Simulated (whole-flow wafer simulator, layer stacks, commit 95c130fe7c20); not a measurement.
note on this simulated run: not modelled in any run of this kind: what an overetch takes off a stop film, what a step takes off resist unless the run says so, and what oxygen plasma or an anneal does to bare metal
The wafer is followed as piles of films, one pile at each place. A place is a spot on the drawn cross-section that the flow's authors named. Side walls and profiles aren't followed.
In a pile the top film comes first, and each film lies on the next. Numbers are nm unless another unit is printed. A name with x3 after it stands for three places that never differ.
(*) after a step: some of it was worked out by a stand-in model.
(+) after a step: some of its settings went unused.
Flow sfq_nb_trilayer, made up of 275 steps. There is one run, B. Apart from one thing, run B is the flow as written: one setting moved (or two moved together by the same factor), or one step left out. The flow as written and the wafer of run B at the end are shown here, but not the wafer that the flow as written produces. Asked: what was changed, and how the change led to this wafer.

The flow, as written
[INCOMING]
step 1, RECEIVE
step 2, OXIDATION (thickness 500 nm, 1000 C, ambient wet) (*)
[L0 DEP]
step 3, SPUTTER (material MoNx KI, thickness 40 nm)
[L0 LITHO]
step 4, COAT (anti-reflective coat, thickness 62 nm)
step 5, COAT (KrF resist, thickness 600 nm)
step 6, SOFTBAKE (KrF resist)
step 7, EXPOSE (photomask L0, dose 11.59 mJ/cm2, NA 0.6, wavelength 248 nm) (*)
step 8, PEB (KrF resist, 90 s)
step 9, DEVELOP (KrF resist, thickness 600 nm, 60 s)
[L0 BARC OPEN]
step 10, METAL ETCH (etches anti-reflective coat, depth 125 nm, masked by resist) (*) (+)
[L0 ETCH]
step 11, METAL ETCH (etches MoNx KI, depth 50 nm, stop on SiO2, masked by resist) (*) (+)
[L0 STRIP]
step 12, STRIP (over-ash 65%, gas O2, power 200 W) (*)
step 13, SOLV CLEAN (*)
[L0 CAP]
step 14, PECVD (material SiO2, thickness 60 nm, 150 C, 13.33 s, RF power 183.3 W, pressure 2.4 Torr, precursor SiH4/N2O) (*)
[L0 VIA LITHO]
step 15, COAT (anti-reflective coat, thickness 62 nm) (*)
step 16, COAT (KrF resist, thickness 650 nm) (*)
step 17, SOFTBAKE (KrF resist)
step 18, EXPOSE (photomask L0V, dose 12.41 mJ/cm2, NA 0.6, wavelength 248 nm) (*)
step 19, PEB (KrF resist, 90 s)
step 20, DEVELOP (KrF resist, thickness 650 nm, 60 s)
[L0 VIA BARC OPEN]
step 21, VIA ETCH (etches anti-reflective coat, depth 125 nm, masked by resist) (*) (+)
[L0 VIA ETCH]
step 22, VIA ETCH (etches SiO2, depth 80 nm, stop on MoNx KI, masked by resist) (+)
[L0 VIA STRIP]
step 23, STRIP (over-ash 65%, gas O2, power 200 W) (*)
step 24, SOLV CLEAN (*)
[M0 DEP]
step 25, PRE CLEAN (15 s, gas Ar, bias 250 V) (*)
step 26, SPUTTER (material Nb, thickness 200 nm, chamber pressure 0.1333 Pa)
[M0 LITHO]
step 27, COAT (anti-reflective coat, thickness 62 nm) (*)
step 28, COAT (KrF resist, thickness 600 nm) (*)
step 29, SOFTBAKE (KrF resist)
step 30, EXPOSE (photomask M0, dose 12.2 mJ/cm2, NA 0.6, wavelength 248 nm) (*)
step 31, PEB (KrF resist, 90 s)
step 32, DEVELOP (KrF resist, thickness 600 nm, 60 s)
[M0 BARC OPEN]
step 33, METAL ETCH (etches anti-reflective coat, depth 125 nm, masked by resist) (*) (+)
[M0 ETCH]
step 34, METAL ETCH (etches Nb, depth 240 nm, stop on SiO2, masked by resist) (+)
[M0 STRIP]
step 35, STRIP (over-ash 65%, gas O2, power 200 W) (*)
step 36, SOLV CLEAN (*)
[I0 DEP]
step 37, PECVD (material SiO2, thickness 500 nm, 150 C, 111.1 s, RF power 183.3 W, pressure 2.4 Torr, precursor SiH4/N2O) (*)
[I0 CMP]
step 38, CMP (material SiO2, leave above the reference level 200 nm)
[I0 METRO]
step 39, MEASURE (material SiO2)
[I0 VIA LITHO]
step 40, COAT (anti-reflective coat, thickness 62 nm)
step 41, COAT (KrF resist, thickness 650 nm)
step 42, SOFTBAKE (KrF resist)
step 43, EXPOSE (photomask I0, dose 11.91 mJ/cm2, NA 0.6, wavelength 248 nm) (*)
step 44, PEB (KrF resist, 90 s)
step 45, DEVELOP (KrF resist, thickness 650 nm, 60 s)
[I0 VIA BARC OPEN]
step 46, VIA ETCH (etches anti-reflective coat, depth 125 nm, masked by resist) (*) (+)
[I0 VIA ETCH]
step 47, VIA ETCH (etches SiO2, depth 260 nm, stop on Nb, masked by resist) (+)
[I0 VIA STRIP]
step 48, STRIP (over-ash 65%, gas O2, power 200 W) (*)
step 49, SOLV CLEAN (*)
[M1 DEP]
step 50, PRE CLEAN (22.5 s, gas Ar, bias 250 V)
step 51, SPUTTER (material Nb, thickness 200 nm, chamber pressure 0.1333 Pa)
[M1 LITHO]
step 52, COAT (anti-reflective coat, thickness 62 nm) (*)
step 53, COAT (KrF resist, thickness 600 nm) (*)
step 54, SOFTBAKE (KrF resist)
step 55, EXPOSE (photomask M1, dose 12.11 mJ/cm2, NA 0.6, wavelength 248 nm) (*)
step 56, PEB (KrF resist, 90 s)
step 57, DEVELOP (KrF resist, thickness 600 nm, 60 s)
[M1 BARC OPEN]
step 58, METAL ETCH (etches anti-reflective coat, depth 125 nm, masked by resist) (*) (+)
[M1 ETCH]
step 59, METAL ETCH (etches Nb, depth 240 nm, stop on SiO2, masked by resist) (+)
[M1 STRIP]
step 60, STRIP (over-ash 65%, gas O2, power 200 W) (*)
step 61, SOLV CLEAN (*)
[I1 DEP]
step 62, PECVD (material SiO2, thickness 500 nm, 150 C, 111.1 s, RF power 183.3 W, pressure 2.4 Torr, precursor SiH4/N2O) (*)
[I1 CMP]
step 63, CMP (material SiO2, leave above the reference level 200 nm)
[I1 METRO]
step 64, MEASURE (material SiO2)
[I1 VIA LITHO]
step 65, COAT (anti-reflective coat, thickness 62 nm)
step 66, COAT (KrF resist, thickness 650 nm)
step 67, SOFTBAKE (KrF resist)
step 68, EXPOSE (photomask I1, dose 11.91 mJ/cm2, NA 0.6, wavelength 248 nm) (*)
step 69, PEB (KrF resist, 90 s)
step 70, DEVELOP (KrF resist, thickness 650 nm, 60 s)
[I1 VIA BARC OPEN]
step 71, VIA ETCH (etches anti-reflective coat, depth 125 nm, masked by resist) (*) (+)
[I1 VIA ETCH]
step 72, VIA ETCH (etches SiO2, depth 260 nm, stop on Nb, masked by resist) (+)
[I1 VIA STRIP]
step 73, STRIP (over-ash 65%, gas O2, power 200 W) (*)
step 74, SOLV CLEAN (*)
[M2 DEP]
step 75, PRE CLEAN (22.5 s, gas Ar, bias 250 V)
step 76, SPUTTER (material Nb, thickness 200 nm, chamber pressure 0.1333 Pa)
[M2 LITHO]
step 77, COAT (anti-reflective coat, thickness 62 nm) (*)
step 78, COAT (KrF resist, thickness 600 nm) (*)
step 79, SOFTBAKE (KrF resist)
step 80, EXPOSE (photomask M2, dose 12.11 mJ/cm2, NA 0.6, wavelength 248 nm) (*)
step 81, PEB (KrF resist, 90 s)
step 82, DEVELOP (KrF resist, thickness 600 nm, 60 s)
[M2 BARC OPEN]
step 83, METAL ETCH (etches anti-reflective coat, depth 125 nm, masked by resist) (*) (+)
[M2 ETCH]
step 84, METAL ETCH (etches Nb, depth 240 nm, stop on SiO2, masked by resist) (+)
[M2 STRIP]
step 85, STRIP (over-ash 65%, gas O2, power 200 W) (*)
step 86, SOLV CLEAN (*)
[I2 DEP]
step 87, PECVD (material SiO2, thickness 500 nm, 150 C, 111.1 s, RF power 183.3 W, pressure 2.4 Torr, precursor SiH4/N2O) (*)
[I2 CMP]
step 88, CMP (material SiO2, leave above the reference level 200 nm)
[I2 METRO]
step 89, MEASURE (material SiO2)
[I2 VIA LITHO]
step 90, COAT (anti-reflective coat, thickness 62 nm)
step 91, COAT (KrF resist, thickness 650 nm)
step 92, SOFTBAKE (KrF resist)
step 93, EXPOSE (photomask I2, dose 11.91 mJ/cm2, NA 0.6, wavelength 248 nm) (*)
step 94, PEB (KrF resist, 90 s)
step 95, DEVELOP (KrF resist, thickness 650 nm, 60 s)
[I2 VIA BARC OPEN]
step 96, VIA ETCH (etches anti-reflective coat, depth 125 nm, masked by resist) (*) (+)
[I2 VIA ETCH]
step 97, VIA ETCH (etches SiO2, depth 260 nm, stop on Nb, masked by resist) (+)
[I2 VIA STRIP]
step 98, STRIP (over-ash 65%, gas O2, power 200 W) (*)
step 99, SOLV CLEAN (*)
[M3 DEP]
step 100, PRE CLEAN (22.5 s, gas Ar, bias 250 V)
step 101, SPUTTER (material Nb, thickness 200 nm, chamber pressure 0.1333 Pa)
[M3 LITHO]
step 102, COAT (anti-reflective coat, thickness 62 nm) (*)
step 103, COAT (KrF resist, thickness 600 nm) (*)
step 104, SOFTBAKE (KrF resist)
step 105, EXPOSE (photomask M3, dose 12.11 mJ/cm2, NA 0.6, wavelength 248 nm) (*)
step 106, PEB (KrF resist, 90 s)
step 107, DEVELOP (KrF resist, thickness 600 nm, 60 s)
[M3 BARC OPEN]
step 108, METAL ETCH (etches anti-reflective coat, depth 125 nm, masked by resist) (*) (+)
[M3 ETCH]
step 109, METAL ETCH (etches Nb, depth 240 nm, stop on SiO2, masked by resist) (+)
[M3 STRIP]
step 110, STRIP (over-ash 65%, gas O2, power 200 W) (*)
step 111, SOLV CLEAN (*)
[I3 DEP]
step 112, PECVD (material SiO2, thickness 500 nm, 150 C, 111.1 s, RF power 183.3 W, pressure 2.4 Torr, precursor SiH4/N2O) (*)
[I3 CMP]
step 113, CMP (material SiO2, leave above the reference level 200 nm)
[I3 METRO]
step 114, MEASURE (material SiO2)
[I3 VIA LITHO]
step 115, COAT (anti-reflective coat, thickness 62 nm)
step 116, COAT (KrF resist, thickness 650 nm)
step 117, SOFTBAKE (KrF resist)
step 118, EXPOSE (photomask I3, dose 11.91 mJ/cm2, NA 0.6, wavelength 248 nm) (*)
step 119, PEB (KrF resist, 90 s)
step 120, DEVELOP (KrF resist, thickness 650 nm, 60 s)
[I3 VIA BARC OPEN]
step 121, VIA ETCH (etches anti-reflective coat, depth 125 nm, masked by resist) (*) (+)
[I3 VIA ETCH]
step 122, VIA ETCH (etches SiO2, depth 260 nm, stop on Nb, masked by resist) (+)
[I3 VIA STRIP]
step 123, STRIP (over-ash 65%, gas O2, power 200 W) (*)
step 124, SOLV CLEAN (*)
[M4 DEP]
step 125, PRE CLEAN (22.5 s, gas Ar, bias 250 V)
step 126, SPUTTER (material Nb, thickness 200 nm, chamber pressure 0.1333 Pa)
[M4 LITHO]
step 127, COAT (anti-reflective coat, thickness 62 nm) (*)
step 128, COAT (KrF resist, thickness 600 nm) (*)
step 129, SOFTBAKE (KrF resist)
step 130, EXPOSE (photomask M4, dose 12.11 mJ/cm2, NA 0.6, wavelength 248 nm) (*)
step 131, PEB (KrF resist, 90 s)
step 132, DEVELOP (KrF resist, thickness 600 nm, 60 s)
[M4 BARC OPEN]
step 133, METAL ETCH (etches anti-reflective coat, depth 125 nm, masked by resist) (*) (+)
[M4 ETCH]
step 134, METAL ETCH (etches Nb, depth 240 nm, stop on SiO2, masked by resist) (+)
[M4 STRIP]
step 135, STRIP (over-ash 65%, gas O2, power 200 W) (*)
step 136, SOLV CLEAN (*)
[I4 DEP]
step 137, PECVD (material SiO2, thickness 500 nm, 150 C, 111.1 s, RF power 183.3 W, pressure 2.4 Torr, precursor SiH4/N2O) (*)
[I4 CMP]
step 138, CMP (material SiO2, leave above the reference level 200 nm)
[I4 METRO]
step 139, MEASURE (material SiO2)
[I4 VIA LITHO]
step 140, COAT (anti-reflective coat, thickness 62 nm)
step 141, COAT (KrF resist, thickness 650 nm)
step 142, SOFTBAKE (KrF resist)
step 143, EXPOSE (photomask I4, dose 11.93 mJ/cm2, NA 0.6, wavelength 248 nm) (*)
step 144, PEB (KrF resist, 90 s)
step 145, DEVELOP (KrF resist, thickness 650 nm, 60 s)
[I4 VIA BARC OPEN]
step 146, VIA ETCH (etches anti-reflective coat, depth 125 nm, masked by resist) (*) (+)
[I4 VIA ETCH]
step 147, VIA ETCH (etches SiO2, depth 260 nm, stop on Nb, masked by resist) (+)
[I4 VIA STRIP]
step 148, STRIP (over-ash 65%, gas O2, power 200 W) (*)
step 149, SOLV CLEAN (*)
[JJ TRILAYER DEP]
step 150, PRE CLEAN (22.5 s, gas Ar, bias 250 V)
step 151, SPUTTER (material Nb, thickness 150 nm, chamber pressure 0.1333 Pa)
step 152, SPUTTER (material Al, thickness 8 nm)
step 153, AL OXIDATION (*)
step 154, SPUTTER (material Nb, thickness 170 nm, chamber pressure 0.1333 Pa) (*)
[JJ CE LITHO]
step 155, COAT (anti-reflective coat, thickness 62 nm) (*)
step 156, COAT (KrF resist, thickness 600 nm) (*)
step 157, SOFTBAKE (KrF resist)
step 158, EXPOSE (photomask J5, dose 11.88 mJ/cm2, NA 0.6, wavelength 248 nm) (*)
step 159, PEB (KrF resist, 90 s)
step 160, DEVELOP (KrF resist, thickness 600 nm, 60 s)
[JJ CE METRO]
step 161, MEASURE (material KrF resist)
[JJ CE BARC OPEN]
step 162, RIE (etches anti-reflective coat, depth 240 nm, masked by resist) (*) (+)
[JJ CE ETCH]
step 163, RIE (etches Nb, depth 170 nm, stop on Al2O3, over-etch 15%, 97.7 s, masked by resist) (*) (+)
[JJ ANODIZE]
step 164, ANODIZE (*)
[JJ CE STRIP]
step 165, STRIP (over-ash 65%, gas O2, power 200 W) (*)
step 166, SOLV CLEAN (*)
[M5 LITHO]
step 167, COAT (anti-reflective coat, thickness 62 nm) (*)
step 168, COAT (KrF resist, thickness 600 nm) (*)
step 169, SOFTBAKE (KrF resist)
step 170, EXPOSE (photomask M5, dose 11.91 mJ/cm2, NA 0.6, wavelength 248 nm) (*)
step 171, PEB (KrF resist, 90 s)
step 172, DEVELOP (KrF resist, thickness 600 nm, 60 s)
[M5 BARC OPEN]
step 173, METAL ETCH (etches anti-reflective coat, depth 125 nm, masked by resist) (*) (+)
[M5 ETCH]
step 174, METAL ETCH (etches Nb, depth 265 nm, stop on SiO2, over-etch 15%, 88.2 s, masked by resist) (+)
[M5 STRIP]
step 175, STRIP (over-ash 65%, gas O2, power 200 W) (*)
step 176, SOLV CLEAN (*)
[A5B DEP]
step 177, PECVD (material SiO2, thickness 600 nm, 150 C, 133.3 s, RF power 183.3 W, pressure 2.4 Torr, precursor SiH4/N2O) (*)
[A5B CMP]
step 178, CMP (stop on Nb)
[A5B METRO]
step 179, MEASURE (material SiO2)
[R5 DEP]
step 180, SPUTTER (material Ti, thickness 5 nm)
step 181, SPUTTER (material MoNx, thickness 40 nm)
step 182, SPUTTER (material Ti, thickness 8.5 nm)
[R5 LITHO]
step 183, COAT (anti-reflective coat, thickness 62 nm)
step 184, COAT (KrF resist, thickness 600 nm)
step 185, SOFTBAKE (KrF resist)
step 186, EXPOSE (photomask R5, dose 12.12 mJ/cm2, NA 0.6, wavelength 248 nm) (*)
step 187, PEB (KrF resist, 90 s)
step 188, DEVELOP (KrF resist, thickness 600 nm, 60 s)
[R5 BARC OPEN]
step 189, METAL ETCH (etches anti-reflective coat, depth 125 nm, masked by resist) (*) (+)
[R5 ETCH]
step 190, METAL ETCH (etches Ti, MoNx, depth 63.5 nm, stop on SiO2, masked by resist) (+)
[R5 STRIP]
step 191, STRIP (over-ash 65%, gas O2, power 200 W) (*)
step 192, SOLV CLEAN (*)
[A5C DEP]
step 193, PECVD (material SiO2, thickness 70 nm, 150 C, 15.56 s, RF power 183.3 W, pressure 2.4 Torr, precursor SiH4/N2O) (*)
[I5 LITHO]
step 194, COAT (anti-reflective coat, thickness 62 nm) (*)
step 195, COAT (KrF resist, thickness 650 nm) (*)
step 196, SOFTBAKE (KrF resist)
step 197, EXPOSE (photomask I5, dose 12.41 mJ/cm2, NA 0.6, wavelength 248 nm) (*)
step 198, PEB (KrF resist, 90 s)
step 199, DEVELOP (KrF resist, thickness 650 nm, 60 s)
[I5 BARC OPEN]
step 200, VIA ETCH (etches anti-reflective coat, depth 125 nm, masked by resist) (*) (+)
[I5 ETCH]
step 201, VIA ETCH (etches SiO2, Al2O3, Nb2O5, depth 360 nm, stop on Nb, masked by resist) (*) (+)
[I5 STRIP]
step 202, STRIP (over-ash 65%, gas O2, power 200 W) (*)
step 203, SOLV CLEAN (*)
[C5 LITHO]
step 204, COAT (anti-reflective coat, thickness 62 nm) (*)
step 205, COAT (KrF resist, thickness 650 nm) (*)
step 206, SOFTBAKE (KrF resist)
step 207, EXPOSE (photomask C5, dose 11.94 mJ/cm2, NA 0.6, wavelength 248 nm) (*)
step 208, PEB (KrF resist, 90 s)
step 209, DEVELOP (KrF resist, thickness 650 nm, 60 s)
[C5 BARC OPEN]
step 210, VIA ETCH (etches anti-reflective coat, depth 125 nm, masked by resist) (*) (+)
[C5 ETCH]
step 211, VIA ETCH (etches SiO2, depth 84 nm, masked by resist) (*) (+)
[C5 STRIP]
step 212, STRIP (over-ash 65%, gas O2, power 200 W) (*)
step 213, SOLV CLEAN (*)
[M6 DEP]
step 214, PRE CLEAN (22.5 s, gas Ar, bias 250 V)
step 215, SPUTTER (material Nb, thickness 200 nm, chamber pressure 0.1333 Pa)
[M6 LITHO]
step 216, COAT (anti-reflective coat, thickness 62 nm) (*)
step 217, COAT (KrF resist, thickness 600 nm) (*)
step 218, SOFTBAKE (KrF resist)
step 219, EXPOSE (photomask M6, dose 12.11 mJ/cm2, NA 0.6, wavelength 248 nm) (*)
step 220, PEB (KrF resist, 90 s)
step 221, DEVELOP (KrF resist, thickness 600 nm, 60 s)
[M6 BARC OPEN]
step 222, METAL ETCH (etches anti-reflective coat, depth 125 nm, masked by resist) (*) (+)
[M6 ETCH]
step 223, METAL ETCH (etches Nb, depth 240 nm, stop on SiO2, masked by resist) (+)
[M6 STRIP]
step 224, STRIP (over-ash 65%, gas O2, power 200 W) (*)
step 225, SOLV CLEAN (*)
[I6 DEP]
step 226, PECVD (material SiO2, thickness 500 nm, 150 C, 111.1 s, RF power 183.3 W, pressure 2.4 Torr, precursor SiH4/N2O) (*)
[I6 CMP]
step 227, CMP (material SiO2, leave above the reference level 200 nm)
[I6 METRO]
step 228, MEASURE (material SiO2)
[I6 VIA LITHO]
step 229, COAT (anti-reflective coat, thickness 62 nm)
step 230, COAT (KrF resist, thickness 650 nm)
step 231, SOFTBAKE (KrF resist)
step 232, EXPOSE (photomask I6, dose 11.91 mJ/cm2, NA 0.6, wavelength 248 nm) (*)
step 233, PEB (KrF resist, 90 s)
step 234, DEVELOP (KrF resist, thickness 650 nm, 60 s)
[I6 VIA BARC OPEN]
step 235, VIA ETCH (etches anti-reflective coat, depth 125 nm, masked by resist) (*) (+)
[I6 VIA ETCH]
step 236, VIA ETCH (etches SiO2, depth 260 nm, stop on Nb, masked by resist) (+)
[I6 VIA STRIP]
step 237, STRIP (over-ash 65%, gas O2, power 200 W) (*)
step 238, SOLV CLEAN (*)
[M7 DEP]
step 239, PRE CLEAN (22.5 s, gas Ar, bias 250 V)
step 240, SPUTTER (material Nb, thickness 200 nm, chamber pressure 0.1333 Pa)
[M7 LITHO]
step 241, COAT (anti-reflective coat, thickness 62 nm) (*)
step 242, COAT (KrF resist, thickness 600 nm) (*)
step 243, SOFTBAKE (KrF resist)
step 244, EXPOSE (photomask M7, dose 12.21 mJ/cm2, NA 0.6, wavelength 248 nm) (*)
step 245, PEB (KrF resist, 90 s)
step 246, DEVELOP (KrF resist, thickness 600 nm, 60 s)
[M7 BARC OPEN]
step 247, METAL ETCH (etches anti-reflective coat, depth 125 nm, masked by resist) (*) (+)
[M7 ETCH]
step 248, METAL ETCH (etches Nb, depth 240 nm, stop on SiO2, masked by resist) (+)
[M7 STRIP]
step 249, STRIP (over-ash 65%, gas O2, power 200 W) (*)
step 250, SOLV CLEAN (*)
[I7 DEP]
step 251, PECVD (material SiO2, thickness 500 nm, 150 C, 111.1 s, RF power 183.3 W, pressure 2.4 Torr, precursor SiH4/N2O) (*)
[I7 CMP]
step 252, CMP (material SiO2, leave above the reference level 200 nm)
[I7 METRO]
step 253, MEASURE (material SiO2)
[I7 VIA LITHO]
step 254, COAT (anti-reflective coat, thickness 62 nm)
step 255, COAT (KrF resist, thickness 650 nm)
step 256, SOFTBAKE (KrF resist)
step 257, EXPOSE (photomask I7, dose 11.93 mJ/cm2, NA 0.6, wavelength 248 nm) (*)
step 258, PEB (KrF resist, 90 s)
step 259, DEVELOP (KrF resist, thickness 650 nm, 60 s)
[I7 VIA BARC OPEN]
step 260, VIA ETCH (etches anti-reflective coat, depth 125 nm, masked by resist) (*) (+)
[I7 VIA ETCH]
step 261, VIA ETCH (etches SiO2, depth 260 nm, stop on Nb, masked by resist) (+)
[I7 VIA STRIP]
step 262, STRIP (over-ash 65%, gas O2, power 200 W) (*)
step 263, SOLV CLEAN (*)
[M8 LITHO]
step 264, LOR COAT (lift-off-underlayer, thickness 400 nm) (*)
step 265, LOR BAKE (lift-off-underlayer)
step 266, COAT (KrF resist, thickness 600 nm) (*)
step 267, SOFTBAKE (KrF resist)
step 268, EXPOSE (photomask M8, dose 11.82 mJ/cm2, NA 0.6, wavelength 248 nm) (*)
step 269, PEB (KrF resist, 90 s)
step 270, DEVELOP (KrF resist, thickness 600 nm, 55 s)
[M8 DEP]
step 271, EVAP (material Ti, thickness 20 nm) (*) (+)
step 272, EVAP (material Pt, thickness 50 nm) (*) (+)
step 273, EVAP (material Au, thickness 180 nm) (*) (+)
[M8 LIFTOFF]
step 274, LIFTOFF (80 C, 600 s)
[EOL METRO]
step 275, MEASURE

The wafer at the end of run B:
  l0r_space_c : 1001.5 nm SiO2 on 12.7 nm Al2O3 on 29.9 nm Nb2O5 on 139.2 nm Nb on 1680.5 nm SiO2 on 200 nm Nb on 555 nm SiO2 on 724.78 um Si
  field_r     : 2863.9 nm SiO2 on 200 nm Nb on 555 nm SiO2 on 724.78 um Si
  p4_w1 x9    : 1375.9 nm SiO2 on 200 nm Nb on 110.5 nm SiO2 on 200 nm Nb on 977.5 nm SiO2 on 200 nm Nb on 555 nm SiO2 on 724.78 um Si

What caused this: step 113, CMP: leave above the reference level 118 nm was run, though the flow has leave above the reference level 200 nm.

How this came from the change, step by step:
  step 113, CMP (material SiO2, leave above the reference level 200 nm)
      field_l, be, be_sur and 64 more: SiO2 loses 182 (as written it would have been: SiO2 loses 100)
      v_sur, via_wl, via_wr and 27 more: SiO2 loses 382 (as written it would have been: SiO2 loses 300)
      (also at 9 further places)
  step 122, VIA ETCH (etches SiO2, depth 260 nm, stop on Nb, masked by resist) (+)
      field_l, v_sur, via_wl and 102 more: KrF resist loses 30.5 (as written it would have been: KrF resist loses 44.8)
      via_v: SiO2 loses 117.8 (all of it) (as written it would have been: SiO2 loses 199.8 (all of it))
  step 123, STRIP (over-ash 65%, gas O2, power 200 W) (*)
      field_l, v_sur, via_wl and 102 more: KrF resist loses 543 (all of it), anti-reflective coat loses 62 (all of it) (as written it would have been: KrF resist loses 528.6 (all of it), anti-reflective coat loses 62 (all of it))
  step 126, SPUTTER (material Nb, thickness 200 nm, chamber pressure 0.1333 Pa)
      via_v: Nb gains 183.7 (as written it would have been: Nb gains 165.5)
  step 127, COAT (anti-reflective coat, thickness 62 nm) (*)
      via_sp: anti-reflective coat gains 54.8 (new film) (as written it would have been: anti-reflective coat gains 53 (new film))
      via_v: anti-reflective coat gains 105.8 (new film) (as written it would have been: anti-reflective coat gains 124.8 (new film))
      (also at 1 further place)
  step 128, COAT (KrF resist, thickness 600 nm) (*)
      via_v: KrF resist gains 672 (new film) (as written it would have been: KrF resist gains 739.8 (new film))
  step 135, STRIP (over-ash 65%, gas O2, power 200 W) (*)
      via_sp: KrF resist loses 379.3 (all of it), anti-reflective coat loses 54.8 (all of it) (as written it would have been: KrF resist loses 373.9 (all of it), anti-reflective coat loses 53 (all of it))
      via_v: KrF resist loses 454.2 (all of it), anti-reflective coat loses 105.8 (all of it) (as written it would have been: KrF resist loses 521.8 (all of it), anti-reflective coat loses 124.8 (all of it))
      (also at 1 further place)
  step 137, PECVD (material SiO2, thickness 500 nm, 150 C, 111.1 s, RF power 183.3 W, pressure 2.4 Torr, precursor SiH4/N2O) (*)
      via_v: SiO2 gains 500 (new film) (as written it would have been: SiO2 gains 615 (new film))
  step 138, CMP (material SiO2, leave above the reference level 200 nm)
      via_v: SiO2 loses 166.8 (as written it would have been: SiO2 loses 181.6)
